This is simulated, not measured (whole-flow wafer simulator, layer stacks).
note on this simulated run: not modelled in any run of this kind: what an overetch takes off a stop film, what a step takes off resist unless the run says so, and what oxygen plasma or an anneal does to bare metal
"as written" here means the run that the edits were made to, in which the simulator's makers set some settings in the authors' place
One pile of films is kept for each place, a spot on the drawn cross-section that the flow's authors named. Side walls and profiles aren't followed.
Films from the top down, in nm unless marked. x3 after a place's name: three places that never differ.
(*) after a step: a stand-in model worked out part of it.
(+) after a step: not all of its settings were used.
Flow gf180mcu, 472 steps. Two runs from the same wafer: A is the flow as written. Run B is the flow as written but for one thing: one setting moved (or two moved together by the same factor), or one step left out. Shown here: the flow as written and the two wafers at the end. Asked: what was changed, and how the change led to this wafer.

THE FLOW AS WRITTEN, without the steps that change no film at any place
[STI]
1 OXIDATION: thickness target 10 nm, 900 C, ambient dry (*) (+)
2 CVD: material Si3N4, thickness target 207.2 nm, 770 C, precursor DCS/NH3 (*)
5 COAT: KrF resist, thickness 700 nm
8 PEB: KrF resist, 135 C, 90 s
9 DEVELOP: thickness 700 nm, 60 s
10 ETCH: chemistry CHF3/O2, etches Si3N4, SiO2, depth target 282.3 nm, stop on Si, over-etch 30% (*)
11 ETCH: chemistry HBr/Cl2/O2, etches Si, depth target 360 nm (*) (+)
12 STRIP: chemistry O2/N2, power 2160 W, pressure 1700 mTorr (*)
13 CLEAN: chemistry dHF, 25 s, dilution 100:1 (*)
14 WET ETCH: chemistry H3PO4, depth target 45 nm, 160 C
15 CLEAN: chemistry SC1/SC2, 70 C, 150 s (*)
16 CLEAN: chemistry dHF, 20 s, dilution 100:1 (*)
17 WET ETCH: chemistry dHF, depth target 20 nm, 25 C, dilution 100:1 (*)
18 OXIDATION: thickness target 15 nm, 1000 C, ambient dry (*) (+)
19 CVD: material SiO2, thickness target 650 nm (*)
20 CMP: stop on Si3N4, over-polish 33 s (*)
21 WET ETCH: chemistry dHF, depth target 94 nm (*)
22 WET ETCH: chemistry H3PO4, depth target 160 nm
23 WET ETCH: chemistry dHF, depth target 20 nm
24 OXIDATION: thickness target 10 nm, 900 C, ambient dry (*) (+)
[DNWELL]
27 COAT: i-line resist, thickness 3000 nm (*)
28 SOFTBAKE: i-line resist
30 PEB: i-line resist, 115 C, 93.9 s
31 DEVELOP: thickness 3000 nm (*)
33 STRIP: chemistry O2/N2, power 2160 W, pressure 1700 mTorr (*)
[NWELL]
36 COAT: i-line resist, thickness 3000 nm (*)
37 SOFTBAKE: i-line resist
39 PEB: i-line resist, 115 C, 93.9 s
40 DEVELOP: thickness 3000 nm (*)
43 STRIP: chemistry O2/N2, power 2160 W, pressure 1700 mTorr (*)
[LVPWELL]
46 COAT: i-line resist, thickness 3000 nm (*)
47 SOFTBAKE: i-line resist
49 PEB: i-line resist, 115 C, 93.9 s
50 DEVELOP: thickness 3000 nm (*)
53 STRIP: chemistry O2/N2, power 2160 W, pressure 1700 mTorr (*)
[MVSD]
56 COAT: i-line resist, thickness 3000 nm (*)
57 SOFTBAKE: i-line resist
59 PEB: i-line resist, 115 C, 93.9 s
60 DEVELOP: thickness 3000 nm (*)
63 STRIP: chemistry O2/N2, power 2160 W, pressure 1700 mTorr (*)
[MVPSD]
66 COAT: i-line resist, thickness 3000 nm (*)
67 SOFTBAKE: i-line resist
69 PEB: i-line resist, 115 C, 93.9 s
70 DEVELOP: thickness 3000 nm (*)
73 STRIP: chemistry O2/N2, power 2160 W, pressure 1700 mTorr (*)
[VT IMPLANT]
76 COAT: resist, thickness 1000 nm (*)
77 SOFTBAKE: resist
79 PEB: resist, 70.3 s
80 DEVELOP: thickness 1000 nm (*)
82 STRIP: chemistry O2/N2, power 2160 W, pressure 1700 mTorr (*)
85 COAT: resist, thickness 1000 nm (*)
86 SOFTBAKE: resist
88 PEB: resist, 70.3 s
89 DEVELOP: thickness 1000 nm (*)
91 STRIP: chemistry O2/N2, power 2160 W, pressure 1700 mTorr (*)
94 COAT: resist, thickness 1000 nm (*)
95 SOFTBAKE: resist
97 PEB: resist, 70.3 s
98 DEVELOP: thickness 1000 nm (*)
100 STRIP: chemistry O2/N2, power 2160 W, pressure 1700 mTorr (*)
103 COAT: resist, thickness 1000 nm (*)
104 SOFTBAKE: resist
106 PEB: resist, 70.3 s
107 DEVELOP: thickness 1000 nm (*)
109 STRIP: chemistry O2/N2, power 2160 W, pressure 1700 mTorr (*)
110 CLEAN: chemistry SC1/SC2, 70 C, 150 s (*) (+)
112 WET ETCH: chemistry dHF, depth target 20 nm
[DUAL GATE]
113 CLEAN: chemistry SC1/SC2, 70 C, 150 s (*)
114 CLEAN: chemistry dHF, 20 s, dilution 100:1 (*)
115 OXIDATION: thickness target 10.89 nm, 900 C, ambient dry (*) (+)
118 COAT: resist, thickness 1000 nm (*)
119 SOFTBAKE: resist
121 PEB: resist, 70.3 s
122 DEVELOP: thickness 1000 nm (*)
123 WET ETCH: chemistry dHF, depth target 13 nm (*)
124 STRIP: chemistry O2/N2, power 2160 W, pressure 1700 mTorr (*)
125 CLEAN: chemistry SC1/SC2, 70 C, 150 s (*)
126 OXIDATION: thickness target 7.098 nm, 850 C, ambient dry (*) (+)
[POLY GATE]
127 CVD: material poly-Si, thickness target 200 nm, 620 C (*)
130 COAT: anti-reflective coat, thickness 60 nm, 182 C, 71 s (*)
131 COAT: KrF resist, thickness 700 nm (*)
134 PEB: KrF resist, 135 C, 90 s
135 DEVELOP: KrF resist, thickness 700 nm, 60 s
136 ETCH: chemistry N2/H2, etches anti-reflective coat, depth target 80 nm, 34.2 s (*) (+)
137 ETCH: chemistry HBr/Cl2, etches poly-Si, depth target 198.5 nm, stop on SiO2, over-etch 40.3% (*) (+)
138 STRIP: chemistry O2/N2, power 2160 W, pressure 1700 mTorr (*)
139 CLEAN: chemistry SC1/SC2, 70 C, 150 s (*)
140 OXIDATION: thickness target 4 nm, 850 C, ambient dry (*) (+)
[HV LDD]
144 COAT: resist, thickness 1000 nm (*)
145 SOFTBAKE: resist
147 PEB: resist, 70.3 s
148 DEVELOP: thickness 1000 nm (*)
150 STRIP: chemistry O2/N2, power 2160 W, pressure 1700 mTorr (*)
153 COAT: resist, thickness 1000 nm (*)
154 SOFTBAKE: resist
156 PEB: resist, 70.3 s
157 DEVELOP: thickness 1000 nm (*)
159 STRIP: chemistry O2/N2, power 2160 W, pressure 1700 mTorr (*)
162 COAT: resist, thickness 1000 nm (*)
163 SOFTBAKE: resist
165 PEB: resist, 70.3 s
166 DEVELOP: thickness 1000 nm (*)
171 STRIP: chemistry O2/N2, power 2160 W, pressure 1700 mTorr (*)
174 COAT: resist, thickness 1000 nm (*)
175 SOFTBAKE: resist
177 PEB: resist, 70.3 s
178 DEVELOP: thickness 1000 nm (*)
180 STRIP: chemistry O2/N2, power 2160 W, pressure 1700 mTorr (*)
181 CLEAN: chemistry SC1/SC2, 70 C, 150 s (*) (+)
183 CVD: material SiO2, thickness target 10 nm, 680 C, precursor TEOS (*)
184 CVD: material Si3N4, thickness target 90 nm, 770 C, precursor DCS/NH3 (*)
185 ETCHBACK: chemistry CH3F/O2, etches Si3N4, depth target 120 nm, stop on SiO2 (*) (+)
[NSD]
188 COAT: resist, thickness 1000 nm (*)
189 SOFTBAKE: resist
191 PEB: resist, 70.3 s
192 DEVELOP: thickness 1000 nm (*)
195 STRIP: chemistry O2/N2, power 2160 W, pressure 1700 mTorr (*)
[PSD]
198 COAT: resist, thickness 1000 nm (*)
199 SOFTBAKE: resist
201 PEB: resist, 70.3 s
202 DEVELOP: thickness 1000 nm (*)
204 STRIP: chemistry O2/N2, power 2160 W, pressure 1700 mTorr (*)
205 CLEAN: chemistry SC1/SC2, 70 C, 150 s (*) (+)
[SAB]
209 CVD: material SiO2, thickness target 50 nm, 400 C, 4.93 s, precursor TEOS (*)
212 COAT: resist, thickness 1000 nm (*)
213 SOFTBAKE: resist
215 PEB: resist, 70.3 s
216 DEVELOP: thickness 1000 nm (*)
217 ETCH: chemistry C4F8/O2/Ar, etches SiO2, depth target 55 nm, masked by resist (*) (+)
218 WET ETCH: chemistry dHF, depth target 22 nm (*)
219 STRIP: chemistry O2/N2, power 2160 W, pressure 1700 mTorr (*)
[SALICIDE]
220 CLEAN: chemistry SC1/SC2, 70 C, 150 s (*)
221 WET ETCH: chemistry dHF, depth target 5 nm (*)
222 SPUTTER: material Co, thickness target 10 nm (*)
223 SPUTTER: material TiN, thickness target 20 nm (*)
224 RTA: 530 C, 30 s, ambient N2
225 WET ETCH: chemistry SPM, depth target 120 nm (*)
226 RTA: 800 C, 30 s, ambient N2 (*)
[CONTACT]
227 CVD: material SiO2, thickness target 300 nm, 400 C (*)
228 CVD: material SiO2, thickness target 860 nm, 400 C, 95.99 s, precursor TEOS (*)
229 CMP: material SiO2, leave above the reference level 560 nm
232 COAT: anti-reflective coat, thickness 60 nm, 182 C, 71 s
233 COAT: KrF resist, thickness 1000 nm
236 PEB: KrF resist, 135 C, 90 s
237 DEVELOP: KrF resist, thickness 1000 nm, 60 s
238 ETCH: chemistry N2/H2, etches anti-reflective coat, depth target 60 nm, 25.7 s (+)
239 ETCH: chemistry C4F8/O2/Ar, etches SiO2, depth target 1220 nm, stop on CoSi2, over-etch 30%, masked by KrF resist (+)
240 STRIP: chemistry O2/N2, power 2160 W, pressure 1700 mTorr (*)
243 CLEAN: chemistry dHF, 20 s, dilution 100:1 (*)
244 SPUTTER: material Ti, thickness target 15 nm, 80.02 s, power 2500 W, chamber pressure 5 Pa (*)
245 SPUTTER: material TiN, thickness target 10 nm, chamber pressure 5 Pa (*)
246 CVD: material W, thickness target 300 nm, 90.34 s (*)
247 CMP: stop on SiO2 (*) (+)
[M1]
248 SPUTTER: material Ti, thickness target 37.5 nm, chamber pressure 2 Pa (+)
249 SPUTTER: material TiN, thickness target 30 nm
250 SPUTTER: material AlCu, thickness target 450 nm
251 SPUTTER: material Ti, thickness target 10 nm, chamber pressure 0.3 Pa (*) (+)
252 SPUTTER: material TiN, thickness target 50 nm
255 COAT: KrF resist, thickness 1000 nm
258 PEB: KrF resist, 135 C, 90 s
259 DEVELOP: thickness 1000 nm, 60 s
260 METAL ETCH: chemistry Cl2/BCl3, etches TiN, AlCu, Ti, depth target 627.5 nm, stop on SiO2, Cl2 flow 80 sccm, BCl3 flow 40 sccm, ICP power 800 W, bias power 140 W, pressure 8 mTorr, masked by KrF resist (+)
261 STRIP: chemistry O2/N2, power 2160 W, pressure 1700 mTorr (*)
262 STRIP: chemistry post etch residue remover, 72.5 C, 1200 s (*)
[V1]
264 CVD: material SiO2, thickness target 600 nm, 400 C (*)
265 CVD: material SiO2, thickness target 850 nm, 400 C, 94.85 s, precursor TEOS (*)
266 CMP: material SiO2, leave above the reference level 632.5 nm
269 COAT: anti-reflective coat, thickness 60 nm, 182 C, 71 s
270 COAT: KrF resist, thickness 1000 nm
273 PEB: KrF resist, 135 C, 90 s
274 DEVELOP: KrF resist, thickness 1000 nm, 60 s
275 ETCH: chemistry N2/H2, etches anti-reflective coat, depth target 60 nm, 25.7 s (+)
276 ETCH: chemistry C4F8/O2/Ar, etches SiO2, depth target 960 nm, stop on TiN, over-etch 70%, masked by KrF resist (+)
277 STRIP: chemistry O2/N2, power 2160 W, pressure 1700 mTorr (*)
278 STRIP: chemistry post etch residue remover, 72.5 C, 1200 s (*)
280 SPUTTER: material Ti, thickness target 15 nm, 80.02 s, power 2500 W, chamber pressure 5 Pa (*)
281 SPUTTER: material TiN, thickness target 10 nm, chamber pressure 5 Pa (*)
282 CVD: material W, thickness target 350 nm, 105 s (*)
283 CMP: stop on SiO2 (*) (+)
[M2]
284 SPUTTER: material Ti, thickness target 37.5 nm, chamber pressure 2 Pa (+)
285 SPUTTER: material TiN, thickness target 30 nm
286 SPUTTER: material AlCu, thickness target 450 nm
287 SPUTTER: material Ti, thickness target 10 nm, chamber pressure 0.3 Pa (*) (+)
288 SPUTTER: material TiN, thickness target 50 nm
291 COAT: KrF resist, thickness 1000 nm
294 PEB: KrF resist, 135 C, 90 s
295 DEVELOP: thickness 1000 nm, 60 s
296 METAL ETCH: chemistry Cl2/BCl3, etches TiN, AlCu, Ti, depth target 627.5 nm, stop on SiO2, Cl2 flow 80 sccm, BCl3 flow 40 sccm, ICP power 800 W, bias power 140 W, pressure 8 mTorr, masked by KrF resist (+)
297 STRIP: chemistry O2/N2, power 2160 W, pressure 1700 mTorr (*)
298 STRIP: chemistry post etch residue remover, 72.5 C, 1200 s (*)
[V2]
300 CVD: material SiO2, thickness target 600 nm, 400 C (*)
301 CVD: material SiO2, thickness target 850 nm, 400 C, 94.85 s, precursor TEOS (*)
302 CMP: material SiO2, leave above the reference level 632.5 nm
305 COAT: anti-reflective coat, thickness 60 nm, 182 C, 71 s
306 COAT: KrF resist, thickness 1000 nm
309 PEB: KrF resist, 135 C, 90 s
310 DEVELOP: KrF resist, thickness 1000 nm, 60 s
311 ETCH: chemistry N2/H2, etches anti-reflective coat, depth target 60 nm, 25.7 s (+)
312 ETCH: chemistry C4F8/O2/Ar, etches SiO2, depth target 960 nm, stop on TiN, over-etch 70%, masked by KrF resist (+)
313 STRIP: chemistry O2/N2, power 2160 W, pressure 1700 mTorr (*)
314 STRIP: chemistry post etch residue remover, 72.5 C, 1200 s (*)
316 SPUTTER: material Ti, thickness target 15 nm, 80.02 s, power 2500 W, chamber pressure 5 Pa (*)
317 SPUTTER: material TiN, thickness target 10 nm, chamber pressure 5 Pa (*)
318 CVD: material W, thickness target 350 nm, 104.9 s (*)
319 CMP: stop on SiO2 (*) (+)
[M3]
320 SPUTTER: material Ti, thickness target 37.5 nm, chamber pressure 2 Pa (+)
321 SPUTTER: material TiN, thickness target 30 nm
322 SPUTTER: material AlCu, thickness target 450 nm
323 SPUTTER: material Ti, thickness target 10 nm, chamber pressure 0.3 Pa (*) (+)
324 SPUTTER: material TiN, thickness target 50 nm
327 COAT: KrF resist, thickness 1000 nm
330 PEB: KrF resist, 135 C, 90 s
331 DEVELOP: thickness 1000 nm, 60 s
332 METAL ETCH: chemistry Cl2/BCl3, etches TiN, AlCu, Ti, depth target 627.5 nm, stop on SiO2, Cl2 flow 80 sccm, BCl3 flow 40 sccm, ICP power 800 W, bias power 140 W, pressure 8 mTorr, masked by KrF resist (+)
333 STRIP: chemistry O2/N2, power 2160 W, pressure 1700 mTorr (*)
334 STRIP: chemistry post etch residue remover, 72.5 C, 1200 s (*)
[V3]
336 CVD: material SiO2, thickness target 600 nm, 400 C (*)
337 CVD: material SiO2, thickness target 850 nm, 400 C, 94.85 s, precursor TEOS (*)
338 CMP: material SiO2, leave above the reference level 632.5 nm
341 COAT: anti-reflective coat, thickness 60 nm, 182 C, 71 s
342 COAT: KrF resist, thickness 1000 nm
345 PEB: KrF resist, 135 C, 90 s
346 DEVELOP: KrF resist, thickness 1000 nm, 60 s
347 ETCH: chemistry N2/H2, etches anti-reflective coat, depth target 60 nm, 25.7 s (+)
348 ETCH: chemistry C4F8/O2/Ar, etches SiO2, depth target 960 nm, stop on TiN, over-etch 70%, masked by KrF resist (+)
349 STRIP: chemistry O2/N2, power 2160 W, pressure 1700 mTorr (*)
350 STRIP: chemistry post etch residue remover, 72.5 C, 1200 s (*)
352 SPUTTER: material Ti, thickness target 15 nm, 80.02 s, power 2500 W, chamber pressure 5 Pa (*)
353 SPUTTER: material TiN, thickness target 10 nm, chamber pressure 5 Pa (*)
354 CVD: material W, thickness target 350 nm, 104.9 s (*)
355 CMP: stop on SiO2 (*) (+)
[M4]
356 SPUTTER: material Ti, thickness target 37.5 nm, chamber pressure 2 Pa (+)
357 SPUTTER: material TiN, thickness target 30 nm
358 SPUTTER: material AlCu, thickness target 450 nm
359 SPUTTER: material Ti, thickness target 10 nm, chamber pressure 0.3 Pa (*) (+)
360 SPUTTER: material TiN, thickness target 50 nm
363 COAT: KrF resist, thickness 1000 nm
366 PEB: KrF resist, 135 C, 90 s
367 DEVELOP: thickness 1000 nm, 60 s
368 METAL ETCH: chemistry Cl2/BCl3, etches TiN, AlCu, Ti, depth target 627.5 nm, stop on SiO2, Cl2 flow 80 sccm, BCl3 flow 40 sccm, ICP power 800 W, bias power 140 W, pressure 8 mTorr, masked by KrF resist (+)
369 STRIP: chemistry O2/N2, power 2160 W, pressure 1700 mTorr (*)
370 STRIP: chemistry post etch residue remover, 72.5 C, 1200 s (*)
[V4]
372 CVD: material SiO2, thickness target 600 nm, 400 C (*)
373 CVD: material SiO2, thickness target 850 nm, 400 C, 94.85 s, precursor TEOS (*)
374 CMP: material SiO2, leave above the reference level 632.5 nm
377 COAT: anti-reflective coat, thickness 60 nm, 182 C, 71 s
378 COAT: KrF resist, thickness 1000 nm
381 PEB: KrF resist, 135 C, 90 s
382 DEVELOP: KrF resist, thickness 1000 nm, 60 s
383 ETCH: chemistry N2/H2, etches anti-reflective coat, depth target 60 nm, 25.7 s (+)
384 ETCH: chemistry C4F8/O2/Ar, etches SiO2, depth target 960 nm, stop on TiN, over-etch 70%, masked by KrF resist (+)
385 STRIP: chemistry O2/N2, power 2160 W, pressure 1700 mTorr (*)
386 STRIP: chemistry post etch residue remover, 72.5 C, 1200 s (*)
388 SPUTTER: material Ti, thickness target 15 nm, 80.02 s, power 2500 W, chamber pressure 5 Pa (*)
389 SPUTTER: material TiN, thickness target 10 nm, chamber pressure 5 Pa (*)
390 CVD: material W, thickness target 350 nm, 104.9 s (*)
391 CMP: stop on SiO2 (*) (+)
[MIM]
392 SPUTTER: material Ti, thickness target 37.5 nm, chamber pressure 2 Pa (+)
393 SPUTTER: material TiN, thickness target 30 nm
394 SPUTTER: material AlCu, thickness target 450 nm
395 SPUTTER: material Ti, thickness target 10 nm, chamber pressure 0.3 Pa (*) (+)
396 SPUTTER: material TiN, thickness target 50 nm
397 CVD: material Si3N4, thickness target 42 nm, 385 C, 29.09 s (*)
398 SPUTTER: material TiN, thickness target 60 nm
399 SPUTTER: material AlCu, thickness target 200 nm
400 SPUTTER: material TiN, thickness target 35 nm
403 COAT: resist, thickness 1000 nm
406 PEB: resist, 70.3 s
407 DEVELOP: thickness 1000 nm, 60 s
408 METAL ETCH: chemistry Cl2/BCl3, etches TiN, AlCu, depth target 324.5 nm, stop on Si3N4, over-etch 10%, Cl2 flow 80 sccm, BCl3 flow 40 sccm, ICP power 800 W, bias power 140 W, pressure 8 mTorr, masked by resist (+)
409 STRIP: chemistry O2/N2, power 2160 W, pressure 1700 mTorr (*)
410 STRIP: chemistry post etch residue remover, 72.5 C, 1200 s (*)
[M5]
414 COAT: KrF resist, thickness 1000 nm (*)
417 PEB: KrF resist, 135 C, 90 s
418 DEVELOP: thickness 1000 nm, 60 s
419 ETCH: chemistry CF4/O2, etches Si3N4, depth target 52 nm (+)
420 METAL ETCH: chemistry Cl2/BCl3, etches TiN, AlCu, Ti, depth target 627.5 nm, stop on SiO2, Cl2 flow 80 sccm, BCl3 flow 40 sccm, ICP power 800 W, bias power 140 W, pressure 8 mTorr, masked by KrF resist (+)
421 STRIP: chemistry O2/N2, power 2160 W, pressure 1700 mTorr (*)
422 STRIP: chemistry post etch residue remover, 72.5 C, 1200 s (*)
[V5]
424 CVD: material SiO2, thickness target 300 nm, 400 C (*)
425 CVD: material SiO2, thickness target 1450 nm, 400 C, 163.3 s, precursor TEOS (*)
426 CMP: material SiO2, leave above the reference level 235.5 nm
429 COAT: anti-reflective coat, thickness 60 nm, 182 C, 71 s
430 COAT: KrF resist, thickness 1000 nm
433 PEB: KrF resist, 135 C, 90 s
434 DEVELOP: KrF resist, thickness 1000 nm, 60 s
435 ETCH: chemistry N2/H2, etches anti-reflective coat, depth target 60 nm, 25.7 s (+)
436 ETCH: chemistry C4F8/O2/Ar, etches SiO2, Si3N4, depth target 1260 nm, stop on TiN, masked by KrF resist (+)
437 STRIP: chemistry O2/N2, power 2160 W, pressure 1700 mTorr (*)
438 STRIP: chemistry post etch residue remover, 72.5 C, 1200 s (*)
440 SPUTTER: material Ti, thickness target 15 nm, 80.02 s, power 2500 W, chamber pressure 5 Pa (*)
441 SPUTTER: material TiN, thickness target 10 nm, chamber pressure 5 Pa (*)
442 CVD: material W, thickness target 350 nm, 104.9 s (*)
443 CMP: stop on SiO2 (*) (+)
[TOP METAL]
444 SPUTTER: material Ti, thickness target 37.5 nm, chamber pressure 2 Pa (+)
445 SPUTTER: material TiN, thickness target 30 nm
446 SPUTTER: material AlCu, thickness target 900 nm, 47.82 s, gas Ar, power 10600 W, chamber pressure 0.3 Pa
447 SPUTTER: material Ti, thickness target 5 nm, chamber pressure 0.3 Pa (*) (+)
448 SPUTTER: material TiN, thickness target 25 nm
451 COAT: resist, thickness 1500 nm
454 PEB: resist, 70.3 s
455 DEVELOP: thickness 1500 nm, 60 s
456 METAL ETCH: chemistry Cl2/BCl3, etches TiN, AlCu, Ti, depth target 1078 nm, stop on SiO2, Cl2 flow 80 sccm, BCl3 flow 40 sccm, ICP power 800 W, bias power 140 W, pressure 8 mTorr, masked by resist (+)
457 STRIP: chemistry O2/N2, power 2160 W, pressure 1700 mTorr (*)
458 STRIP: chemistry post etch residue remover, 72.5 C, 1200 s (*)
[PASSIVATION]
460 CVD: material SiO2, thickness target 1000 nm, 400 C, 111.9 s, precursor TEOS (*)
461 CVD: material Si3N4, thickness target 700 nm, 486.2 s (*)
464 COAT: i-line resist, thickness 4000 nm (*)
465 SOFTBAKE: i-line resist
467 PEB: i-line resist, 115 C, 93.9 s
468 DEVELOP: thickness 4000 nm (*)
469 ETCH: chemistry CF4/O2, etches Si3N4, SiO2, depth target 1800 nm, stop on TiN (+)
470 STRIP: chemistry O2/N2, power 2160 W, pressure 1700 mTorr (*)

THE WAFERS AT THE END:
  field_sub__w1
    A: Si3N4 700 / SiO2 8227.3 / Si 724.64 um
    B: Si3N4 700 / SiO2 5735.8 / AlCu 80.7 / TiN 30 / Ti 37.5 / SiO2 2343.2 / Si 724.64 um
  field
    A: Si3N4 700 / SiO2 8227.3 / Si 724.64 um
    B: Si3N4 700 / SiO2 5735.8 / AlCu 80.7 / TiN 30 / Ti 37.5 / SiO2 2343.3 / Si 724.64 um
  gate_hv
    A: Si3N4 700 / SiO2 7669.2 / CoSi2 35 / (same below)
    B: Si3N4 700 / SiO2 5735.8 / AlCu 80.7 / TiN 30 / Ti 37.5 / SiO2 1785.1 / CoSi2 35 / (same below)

The cause: step 296, METAL ETCH: depth target 423.6 nm was run, where the flow has depth target 627.5 nm.

How the change led to this, step by step:
  296 METAL ETCH: chemistry Cl2/BCl3, etches TiN, AlCu, Ti, depth target 627.5 nm, stop on SiO2, Cl2 flow 80 sccm, BCl3 flow 40 sccm, ICP power 800 W, bias power 140 W, pressure 8 mTorr, masked by KrF resist (+)
      field, field__w1, field__w2 and 103 more: A TiN -50 (all of it), Ti -10 (all of it), AlCu -450 (all of it), TiN -30 (all of it), Ti -37.5 (all of it) | B TiN -50 (all of it), Ti -10 (all of it), AlCu -363.6
      field__w8, contact, m1, m1__w1, m1_nw: A KrF resist -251 | B KrF resist -169.4
  297 STRIP: chemistry O2/N2, power 2160 W, pressure 1700 mTorr (*)
      field__w8, contact, m1, m1__w1, m1_nw: A KrF resist -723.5 (all of it) | B KrF resist -805.1 (all of it)
  298 STRIP: chemistry post etch residue remover, 72.5 C, 1200 s (*)
      field, field__w1, field__w2 and 103 more: A nothing | B AlCu -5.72
  300 CVD: material SiO2, thickness target 600 nm, 400 C (*)
      field, field__w1, field__w2 and 103 more: A SiO2 +600 | B SiO2 +600 (new film)
  302 CMP: material SiO2, leave above the reference level 632.5 nm
      field, field__w1, field__w2 and 103 more: A SiO2 -300 | B SiO2 -448.2
Counting metal films that touch as one body, field_sub__w1 has 1 body; the flow as written gives 0 bodies.
Counting metal films that touch as one body, field has 1 body; the flow as written gives 0 bodies.
Counting metal films that touch as one body, gate_hv has 2 bodies (between them, from the top down: SiO2 1785.1); the flow as written gives 1 body.
